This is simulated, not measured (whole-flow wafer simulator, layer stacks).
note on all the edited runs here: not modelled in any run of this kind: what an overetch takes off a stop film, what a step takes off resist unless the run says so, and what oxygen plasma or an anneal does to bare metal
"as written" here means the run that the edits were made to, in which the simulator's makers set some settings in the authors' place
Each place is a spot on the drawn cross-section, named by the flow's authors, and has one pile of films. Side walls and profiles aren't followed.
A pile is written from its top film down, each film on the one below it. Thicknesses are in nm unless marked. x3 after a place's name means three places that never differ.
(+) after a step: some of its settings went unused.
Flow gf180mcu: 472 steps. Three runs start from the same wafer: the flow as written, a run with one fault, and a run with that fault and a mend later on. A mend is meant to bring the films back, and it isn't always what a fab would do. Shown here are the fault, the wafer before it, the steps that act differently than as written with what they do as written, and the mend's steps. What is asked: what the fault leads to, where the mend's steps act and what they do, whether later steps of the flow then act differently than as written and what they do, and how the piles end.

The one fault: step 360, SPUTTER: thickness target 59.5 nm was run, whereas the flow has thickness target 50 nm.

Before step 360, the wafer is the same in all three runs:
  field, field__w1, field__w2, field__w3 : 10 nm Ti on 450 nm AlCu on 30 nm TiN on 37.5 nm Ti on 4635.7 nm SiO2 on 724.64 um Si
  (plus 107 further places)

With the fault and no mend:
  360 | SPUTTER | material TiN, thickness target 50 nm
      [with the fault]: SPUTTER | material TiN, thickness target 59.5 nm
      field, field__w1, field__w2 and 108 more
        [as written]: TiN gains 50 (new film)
        [with the fault]: TiN gains 59.5 (new film)
  Steps further on in the flow that do not act as written (not shown: 6 more steps that differ only slightly, by at most 2% or 0.5 nm, whichever is larger):
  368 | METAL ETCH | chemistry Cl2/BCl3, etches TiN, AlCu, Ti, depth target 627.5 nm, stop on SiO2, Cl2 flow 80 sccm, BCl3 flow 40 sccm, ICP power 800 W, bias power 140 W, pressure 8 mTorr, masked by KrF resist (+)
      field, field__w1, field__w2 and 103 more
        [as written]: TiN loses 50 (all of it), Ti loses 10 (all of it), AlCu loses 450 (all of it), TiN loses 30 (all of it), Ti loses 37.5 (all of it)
        [with the fault]: TiN loses 59.5 (all of it), Ti loses 10 (all of it), AlCu loses 450 (all of it), TiN loses 30 (all of it), Ti loses 37.5 (all of it)
  At field__w8, contact, m1, m1__w1, m1_nw, the piles at the end differ from the flow's by more than 2% or 0.5 nm, whichever is larger.
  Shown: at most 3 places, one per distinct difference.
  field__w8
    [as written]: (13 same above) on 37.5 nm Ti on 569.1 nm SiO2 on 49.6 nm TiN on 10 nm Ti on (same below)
    [with the fault]: (13 same above) on 37.5 nm Ti on 559.6 nm SiO2 on 59.1 nm TiN on 10 nm Ti on (same below)
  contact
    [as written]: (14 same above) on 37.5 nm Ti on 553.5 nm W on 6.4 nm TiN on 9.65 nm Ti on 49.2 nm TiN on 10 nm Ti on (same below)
    [with the fault]: (14 same above) on 37.5 nm Ti on 543.9 nm W on 6.44 nm TiN on 9.71 nm Ti on 58.7 nm TiN on 10 nm Ti on (same below)

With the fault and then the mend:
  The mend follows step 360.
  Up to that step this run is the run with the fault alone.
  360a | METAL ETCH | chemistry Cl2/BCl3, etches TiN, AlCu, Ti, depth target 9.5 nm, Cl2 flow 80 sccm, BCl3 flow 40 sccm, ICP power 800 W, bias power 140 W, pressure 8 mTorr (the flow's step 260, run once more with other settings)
      field, field__w1, field__w2 and 108 more
        TiN loses 9.5
  None of the later steps of the flow acts differently than as written at any place that is followed.
  The piles end the same as the flow's at every place that both follow.
